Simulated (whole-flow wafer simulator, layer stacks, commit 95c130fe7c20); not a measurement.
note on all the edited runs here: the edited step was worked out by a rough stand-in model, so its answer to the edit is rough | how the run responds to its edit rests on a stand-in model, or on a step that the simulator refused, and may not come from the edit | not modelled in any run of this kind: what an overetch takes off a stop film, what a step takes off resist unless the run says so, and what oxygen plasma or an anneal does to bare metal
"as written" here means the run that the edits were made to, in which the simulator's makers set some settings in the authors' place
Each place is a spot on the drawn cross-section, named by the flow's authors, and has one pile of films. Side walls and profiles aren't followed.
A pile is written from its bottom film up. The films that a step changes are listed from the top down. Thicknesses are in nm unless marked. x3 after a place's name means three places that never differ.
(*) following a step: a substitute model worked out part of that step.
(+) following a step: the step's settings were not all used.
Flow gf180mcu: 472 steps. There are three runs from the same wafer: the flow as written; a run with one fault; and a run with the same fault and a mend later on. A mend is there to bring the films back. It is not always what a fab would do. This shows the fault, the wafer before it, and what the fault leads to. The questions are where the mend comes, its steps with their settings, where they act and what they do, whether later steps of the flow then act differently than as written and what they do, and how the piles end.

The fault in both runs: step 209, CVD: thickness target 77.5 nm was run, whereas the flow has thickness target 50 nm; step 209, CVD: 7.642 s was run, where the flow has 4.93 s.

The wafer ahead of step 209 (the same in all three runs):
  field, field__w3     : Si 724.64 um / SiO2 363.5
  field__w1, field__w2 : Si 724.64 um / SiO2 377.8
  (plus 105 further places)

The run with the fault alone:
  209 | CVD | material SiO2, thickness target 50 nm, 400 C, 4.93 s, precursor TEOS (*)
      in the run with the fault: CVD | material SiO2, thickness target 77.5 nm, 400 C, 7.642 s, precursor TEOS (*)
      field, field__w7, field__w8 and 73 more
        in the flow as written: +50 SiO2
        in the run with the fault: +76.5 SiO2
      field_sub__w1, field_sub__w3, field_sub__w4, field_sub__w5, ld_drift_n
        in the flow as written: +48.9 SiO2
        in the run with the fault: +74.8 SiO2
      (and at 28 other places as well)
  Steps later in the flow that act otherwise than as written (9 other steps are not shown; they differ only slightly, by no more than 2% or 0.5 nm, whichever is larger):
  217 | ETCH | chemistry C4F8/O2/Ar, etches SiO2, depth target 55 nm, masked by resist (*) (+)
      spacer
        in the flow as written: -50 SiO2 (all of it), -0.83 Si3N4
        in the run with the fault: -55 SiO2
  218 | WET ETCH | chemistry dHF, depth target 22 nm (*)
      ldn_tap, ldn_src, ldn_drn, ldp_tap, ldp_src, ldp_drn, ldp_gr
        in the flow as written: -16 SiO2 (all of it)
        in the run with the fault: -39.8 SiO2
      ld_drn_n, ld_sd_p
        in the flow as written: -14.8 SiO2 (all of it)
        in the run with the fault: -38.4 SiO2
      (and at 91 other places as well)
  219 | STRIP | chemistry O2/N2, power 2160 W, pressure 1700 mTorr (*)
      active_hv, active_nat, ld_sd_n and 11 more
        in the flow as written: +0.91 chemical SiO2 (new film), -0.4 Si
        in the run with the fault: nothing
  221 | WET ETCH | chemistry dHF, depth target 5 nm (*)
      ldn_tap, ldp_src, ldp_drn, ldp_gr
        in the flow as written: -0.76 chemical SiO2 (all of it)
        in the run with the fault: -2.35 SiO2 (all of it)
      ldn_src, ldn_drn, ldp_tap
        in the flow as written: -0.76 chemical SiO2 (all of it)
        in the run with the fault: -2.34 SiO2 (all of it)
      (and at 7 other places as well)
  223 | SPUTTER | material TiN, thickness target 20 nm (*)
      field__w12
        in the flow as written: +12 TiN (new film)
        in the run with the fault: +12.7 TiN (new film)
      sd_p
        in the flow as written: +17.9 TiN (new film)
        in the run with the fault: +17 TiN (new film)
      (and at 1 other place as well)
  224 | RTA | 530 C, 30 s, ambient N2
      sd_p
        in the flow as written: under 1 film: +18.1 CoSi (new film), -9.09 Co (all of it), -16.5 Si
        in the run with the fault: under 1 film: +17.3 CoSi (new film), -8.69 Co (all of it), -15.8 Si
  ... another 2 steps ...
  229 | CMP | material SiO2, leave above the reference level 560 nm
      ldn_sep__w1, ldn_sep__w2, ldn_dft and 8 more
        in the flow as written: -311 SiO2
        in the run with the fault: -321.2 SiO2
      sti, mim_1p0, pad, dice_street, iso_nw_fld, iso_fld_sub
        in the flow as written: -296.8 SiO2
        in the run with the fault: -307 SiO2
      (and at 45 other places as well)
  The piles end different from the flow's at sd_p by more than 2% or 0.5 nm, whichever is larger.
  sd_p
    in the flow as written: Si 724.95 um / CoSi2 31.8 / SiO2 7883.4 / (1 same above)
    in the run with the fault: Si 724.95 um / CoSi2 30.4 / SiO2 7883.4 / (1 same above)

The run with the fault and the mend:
  The mend stands after step 216.
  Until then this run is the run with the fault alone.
  217 | ETCH | chemistry C4F8/O2/Ar, etches SiO2, depth target 82.5 nm, masked by resist (*) (+) (the flow's step 217, where the flow has depth target 55 nm)
      field, field__w1, field__w2 and 96 more
        -82.5 SiO2
      field__w5, field__w9, field__w13 and 8 more
        -16.5 resist
      spacer
        -76.5 SiO2 (all of it), -1 Si3N4
  Steps later in the flow that act otherwise than as written (4 other steps are not shown; they differ only slightly, by no more than 2% or 0.5 nm, whichever is larger):
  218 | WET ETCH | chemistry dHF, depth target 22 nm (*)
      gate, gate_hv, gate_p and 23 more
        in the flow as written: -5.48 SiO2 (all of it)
        in the run with the mend: -4.45 SiO2 (all of it)
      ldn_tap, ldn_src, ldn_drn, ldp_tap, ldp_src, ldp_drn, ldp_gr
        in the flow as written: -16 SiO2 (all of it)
        in the run with the mend: -14.9 SiO2 (all of it)
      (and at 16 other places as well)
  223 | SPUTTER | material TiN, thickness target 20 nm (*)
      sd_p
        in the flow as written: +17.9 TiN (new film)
        in the run with the mend: +17 TiN (new film)
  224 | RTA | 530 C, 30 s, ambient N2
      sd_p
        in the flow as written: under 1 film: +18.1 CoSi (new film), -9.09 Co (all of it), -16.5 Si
        in the run with the mend: under 1 film: +17.3 CoSi (new film), -8.69 Co (all of it), -15.8 Si
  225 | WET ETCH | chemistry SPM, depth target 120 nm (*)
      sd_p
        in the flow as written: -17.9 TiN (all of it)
        in the run with the mend: -17 TiN (all of it)
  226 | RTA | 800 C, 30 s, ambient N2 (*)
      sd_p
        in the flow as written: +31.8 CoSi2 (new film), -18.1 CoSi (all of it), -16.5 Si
        in the run with the mend: +30.4 CoSi2 (new film), -17.3 CoSi (all of it), -15.8 Si
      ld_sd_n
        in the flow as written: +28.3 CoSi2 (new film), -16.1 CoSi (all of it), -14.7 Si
        in the run with the mend: +28.9 CoSi2 (new film), -16.4 CoSi (all of it), -15 Si
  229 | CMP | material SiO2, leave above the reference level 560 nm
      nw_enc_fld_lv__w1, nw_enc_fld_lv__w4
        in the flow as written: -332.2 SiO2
        in the run with the mend: -357.7 SiO2
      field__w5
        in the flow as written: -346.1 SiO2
        in the run with the mend: -374.3 SiO2
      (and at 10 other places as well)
  The piles end different from the flow's at sd_p, ld_sd_n by more than 2% or 0.5 nm, whichever is larger.
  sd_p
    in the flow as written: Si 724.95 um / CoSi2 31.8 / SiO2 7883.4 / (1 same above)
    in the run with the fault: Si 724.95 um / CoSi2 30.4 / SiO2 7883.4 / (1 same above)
    in the run with the mend: Si 724.95 um / CoSi2 30.4 / SiO2 7883.4 / (1 same above)
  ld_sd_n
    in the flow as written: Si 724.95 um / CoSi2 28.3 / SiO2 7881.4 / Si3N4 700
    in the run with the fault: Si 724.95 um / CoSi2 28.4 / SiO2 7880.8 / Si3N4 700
    in the run with the mend: Si 724.95 um / CoSi2 28.9 / SiO2 7881.4 / Si3N4 700
